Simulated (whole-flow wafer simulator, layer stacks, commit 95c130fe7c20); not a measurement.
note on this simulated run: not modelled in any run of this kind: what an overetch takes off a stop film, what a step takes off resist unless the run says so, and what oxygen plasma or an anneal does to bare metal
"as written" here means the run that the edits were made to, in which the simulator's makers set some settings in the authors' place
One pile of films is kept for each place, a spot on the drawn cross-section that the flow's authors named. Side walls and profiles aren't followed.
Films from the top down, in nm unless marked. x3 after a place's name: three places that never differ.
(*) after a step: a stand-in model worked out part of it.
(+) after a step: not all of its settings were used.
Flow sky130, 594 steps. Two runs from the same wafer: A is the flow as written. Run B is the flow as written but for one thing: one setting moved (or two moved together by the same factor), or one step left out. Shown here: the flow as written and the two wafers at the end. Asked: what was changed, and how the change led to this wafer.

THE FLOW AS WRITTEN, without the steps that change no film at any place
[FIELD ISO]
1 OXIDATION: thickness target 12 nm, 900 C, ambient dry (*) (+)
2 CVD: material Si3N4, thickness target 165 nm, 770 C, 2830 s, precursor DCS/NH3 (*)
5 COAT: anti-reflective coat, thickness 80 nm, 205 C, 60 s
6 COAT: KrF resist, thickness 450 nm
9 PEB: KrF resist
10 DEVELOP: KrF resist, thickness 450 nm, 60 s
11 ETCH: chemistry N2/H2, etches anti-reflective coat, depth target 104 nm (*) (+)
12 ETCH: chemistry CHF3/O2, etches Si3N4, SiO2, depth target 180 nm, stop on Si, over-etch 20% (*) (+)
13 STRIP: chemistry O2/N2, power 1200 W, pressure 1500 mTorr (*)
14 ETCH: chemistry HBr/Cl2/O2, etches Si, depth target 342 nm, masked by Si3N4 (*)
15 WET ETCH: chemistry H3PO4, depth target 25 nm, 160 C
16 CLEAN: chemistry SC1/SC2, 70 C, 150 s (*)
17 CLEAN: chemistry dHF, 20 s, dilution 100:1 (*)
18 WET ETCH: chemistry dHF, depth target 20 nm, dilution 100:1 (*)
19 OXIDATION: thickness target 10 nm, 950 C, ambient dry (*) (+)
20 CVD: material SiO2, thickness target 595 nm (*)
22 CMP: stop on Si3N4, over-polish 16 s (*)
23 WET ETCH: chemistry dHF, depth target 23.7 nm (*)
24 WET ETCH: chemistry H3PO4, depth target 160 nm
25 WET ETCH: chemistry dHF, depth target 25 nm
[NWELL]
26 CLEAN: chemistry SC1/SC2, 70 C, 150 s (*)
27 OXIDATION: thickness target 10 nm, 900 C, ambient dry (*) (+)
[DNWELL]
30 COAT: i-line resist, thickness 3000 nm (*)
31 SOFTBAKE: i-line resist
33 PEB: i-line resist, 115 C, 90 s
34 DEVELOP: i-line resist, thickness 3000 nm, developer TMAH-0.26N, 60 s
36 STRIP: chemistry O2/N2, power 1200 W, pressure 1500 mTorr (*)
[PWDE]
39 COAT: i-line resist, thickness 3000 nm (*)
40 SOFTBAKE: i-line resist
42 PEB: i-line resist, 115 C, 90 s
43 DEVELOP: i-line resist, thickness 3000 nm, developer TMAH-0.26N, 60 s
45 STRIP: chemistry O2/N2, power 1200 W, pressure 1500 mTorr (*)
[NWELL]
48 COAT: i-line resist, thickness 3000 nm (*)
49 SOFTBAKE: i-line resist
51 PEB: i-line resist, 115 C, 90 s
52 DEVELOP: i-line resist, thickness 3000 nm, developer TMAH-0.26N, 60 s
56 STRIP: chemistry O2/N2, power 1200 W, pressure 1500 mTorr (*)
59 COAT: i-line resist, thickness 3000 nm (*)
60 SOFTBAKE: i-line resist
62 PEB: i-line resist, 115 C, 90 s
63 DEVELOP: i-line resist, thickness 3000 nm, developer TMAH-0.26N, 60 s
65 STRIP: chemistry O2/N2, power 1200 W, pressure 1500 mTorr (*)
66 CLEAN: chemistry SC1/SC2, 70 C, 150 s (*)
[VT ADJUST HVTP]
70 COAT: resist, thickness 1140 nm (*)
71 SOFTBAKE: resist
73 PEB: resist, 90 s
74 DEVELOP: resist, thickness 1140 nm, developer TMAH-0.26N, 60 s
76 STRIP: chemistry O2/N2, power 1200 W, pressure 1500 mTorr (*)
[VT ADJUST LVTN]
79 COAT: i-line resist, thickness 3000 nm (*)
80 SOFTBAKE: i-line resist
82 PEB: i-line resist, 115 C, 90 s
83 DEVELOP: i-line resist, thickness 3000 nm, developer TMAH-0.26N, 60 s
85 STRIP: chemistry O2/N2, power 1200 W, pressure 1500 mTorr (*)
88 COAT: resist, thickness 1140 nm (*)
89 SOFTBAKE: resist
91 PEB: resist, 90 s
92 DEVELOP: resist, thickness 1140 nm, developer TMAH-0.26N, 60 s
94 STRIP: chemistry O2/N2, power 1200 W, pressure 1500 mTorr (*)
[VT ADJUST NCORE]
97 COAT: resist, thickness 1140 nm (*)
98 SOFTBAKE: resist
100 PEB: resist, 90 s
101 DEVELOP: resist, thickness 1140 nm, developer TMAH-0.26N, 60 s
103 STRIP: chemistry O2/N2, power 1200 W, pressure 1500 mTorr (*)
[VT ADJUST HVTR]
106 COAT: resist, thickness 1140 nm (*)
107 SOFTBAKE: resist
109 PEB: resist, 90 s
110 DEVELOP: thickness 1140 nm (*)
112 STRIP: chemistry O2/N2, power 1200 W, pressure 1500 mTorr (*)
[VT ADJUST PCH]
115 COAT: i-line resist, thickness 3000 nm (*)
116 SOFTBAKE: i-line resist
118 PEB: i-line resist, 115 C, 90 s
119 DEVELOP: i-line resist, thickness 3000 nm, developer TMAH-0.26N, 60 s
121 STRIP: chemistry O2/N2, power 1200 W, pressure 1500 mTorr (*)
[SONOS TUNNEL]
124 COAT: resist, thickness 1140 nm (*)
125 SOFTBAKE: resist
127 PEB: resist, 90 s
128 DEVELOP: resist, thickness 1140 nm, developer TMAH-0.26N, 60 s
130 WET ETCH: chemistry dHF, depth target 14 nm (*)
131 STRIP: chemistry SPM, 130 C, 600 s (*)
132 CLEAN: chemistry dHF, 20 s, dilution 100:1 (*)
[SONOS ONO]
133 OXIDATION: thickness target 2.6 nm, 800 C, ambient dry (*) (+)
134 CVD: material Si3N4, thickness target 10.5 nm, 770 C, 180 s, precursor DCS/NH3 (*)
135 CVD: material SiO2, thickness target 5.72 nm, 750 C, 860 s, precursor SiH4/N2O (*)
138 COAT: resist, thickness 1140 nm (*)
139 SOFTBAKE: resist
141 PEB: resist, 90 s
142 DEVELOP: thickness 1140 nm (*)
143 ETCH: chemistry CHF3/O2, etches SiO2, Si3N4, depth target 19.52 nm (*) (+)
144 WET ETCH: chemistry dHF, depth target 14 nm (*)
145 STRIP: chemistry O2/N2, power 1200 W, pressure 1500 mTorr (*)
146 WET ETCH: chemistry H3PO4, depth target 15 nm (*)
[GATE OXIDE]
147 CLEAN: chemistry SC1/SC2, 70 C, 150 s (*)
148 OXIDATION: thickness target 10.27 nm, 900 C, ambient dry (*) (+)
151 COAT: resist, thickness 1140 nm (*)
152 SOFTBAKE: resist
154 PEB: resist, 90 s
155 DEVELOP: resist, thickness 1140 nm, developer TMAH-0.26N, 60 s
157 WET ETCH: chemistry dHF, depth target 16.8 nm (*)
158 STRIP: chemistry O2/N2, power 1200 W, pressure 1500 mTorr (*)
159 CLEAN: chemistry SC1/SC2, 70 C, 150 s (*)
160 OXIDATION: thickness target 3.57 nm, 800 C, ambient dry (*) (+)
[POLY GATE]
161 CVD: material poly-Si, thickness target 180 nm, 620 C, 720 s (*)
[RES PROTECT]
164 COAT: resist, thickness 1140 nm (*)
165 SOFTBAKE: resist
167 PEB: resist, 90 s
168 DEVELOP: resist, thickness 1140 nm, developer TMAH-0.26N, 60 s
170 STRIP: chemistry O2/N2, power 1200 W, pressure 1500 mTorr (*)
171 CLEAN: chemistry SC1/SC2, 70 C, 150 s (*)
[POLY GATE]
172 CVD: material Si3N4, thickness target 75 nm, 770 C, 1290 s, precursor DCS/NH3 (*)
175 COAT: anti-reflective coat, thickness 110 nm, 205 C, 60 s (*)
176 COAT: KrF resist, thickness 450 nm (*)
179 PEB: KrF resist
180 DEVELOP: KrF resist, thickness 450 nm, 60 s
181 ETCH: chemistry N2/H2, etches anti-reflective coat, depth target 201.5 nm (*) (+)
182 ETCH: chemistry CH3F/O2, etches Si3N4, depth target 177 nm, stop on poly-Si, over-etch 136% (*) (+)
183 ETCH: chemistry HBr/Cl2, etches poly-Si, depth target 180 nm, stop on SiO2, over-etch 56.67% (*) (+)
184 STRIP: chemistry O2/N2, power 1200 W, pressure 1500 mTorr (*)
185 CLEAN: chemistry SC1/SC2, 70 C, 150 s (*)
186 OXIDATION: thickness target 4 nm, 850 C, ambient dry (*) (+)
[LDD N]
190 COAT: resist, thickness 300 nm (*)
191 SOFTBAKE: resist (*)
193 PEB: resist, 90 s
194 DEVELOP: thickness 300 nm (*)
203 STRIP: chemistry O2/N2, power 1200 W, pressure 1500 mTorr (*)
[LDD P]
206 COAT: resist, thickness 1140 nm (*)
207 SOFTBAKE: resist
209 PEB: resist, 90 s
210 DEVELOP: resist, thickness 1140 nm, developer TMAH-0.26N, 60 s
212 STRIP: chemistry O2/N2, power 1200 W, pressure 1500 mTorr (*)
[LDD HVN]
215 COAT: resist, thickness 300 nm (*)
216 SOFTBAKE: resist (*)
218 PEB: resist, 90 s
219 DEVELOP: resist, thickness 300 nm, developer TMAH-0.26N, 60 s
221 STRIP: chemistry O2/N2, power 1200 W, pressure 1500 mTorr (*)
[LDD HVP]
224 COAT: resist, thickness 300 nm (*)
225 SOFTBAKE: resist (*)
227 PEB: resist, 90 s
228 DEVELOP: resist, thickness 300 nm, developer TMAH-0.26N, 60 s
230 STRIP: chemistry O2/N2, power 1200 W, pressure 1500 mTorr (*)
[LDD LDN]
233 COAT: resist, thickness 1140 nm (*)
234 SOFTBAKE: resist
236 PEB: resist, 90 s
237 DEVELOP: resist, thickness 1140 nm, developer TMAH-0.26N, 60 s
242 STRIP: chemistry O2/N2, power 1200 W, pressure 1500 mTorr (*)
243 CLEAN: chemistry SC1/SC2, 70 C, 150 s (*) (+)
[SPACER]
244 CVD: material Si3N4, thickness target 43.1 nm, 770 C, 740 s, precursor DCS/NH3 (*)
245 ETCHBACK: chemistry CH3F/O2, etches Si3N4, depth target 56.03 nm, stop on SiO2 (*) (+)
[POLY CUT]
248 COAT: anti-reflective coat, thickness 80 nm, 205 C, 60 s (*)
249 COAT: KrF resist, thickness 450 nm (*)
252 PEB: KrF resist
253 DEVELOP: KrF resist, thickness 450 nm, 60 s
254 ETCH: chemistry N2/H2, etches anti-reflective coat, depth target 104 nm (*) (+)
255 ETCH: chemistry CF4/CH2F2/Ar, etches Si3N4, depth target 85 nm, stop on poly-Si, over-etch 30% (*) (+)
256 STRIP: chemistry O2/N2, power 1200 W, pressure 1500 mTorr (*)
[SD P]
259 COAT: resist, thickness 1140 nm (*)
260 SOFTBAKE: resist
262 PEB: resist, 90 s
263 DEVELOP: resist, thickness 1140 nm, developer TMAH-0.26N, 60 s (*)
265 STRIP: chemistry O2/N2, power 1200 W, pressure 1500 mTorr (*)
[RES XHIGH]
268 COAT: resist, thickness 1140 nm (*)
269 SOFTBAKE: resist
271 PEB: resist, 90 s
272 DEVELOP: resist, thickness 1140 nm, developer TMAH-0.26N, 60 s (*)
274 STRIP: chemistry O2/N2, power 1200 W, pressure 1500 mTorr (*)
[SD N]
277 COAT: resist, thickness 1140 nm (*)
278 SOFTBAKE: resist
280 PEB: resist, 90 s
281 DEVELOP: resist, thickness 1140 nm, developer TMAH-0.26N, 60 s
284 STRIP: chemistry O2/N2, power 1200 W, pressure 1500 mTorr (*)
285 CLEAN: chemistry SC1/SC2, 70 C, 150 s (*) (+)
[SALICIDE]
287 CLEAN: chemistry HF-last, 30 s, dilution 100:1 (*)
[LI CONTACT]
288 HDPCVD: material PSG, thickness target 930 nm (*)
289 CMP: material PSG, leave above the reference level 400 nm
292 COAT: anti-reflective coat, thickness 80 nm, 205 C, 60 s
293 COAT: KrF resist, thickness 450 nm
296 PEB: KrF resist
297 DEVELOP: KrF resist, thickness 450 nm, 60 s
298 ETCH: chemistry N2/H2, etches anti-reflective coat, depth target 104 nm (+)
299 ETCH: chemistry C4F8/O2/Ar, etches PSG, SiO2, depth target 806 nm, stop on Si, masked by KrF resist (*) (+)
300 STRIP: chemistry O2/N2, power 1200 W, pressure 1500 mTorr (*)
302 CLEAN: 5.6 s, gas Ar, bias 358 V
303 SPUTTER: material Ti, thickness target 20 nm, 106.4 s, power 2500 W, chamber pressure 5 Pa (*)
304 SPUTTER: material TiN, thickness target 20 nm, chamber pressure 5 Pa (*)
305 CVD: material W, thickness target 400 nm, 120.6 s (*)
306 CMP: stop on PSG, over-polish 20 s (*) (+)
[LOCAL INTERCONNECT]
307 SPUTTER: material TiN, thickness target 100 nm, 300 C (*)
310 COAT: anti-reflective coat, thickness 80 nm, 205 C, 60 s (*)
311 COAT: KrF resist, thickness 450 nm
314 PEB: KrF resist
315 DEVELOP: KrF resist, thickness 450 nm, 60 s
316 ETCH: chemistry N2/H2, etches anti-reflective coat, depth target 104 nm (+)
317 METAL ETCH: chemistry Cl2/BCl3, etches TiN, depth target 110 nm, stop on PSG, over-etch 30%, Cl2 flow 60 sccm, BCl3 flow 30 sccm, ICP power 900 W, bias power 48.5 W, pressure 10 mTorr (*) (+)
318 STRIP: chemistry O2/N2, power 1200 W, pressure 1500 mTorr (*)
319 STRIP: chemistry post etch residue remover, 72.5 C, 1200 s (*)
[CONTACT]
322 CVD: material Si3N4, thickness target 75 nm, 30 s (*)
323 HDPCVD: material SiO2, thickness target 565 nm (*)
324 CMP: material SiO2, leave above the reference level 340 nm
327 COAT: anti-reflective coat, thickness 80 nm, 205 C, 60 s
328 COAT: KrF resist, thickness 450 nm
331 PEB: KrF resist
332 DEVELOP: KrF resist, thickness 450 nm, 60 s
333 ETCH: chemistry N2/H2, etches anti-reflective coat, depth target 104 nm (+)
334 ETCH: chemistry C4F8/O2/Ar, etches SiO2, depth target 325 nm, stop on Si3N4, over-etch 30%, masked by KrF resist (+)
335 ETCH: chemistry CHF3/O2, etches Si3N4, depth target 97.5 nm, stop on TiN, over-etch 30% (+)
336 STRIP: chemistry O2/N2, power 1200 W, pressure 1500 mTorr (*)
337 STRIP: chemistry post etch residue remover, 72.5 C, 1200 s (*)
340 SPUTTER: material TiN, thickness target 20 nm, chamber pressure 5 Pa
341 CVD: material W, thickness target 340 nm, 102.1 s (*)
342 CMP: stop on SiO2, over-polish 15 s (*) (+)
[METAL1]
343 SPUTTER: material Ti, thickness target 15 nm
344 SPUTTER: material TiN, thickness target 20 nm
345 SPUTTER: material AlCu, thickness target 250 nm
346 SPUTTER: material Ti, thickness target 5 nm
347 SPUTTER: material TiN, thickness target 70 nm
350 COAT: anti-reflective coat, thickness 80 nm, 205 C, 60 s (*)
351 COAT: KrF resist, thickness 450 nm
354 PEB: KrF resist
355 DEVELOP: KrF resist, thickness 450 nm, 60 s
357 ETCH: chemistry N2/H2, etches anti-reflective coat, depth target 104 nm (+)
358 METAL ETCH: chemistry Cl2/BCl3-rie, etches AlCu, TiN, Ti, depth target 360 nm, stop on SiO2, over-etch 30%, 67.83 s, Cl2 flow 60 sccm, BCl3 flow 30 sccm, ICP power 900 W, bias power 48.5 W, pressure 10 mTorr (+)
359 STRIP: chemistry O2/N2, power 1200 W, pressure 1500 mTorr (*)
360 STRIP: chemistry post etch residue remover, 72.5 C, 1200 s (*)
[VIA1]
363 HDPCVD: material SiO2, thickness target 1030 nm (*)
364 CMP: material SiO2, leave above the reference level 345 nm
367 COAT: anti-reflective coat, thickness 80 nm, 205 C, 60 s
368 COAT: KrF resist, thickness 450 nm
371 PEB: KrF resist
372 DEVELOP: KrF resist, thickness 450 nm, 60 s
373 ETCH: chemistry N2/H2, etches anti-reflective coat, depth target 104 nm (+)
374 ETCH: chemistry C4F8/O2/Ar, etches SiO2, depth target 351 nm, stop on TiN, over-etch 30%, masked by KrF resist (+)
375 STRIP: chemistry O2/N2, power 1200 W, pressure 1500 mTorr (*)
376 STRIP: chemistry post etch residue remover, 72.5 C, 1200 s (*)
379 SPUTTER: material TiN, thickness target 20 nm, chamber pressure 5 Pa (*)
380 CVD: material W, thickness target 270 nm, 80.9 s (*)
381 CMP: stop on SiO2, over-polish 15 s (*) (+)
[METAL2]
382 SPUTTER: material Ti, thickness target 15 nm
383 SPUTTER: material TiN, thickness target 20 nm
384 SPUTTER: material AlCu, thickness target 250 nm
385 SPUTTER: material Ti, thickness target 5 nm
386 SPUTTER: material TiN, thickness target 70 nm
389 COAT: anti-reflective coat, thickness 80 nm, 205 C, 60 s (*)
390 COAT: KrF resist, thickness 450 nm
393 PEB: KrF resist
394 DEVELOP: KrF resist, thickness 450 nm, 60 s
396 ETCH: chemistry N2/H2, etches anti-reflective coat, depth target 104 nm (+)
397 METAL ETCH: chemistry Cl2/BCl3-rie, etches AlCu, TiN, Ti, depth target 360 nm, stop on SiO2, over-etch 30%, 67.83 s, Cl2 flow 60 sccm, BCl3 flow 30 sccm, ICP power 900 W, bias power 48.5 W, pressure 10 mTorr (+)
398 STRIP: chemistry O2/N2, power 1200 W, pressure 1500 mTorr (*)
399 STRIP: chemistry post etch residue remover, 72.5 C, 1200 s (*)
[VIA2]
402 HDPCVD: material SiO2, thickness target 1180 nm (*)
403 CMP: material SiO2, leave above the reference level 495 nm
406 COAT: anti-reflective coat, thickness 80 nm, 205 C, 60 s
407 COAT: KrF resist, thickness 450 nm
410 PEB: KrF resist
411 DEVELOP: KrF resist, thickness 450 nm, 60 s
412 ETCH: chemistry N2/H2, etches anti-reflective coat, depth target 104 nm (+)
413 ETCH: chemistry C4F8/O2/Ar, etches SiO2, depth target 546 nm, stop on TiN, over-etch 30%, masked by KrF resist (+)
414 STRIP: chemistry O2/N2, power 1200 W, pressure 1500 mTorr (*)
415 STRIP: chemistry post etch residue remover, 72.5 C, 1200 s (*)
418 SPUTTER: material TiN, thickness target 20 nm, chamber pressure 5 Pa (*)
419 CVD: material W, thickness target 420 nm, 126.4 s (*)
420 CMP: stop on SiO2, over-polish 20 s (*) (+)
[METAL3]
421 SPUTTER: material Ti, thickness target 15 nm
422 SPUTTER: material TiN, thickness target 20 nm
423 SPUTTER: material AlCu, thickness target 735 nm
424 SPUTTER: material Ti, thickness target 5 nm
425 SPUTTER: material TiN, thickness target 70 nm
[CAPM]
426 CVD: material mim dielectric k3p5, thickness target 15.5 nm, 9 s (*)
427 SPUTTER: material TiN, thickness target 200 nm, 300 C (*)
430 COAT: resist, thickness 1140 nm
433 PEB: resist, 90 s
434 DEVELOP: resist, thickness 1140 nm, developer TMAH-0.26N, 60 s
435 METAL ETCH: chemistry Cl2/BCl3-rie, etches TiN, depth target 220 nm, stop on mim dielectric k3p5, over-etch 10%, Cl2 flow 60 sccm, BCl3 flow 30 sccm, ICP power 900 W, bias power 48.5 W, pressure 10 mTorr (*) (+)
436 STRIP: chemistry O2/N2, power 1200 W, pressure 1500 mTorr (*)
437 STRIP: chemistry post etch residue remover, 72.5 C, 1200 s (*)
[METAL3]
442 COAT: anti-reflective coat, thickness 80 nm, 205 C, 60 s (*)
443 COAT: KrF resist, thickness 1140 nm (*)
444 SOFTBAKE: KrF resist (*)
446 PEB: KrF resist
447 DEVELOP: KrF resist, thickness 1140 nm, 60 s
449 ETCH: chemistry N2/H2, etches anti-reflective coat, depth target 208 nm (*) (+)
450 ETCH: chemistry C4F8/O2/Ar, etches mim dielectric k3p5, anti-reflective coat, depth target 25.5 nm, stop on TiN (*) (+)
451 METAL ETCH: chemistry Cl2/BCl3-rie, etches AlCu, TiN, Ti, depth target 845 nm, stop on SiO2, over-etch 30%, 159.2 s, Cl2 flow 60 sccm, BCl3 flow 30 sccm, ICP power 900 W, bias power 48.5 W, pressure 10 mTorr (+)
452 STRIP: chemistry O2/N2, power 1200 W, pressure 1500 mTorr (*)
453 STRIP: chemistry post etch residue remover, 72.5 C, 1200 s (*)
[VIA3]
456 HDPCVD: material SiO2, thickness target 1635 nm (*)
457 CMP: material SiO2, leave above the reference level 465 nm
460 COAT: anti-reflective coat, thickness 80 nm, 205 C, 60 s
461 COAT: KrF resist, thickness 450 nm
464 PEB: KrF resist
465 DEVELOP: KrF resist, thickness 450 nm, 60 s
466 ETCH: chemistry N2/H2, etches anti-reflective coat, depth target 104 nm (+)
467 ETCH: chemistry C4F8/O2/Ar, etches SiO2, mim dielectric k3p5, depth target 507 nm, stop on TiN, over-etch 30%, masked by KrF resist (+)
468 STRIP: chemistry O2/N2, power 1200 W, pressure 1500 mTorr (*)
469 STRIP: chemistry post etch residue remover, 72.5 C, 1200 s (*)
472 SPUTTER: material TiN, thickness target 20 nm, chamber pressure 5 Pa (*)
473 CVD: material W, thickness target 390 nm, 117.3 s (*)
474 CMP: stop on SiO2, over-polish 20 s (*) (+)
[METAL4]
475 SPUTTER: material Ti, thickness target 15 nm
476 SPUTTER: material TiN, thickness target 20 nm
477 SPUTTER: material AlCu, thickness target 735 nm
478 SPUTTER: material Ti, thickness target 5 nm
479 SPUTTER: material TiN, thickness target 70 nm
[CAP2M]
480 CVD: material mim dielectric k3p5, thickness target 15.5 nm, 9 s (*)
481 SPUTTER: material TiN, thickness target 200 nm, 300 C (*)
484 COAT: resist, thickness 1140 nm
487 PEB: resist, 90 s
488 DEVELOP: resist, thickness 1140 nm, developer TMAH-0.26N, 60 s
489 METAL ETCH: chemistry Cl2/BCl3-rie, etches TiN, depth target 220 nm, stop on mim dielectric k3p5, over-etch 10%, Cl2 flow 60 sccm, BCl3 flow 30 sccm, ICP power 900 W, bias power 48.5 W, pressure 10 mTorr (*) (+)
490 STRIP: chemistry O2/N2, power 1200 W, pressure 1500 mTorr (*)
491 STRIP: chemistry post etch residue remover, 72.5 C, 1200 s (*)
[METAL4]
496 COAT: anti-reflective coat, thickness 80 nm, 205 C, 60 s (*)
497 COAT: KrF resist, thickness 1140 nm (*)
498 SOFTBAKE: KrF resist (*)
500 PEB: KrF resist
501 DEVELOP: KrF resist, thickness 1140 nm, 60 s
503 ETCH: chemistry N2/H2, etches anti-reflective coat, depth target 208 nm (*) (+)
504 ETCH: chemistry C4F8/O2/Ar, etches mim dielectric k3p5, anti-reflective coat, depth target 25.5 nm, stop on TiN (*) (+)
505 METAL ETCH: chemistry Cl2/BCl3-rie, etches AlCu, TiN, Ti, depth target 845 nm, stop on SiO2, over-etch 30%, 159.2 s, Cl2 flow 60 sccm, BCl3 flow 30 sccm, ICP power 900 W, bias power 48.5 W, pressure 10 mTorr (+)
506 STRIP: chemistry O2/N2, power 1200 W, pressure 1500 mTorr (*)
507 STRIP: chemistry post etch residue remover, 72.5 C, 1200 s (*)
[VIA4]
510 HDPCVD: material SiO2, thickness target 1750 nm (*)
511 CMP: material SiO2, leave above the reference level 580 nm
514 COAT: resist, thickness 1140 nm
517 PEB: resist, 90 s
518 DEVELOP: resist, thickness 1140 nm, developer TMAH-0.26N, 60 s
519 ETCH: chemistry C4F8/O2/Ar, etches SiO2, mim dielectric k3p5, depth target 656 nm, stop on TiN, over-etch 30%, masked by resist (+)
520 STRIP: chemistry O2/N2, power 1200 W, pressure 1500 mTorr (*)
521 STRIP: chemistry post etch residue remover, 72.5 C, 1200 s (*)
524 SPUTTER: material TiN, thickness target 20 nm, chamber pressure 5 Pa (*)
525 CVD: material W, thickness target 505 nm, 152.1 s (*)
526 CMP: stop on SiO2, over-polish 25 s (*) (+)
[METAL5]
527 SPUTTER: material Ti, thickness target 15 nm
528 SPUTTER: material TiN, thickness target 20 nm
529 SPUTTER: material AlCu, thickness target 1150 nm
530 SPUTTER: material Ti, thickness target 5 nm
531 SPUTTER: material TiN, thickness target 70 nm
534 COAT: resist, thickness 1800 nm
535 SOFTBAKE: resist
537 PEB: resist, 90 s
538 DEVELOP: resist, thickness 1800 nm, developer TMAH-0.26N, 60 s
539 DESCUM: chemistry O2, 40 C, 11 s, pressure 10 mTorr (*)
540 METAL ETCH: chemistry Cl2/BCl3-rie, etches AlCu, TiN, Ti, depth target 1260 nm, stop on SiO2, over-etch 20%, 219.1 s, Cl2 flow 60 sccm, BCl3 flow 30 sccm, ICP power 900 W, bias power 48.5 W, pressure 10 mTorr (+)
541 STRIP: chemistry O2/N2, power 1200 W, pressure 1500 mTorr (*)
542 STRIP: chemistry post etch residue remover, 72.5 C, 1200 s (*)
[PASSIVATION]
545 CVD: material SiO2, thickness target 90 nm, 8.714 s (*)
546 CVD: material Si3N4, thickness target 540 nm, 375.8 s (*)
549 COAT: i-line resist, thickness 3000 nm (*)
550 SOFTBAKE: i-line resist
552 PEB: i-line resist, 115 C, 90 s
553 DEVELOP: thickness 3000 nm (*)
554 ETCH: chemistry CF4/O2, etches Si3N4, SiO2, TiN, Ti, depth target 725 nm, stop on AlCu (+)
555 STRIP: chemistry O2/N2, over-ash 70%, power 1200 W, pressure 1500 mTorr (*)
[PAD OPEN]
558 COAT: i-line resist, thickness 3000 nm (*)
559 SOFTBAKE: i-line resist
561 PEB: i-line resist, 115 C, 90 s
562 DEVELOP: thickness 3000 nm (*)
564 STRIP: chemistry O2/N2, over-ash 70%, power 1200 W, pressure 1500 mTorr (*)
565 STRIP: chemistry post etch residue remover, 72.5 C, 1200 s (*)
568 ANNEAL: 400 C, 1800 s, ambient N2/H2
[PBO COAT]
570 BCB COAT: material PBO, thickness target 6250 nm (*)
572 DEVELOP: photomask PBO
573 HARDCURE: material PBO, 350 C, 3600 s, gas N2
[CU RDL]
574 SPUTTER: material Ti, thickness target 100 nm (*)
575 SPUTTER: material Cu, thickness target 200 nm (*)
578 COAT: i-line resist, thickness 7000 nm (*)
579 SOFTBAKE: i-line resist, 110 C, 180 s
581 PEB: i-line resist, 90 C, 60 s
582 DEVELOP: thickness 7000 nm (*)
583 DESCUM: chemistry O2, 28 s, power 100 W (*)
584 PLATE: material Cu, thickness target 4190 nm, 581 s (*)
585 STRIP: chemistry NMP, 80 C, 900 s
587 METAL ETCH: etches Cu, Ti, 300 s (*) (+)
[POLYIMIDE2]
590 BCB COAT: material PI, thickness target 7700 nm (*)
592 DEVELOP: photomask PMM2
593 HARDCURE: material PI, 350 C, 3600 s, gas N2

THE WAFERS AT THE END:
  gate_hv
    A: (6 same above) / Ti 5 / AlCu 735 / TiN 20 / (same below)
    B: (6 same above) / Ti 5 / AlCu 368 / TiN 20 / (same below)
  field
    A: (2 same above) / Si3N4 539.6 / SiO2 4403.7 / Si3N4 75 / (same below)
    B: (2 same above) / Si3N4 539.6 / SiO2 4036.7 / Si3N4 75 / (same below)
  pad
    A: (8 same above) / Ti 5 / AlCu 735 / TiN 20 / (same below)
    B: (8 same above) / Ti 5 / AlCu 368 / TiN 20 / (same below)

The cause: step 477, SPUTTER: thickness target 368 nm was run, where the flow has thickness target 735 nm.
It can be read off the wafer: gate_hv has AlCu 368, and step 477 as written asks for 735 nm.

How the change led to this, step by step:
  477 SPUTTER: material AlCu, thickness target 735 nm
      field, active, n_well and 189 more: A AlCu +735 (new film) | B AlCu +368 (new film)
  505 METAL ETCH: chemistry Cl2/BCl3-rie, etches AlCu, TiN, Ti, depth target 845 nm, stop on SiO2, over-etch 30%, 159.2 s, Cl2 flow 60 sccm, BCl3 flow 30 sccm, ICP power 900 W, bias power 48.5 W, pressure 10 mTorr (+)
      field, active, gate and 70 more: A TiN -70 (all of it), Ti -5 (all of it), AlCu -735 (all of it), TiN -20 (all of it), Ti -15 (all of it), SiO2 -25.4 | B TiN -70 (all of it), Ti -5 (all of it), AlCu -368 (all of it), TiN -20 (all of it), Ti -15 (all of it), SiO2 -62.1
      vpp_iso1, mim_edge_plate, m1_ln and 11 more: A TiN -70 (all of it), Ti -5 (all of it), AlCu -735 (all of it), TiN -20 (all of it), Ti -15 (all of it), SiO2 -25.3 | B TiN -70 (all of it), Ti -5 (all of it), AlCu -368 (all of it), TiN -20 (all of it), Ti -15 (all of it), SiO2 -62.1
      (and at 1 more place)
  511 CMP: material SiO2, leave above the reference level 580 nm
      field, active, gate and 62 more: A SiO2 -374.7 | B SiO2 -704.9
      vpp_ln, vpp_iso2, mim_edge_plate and 11 more: A SiO2 -374.7 | B SiO2 -705
      (and at 9 more places)
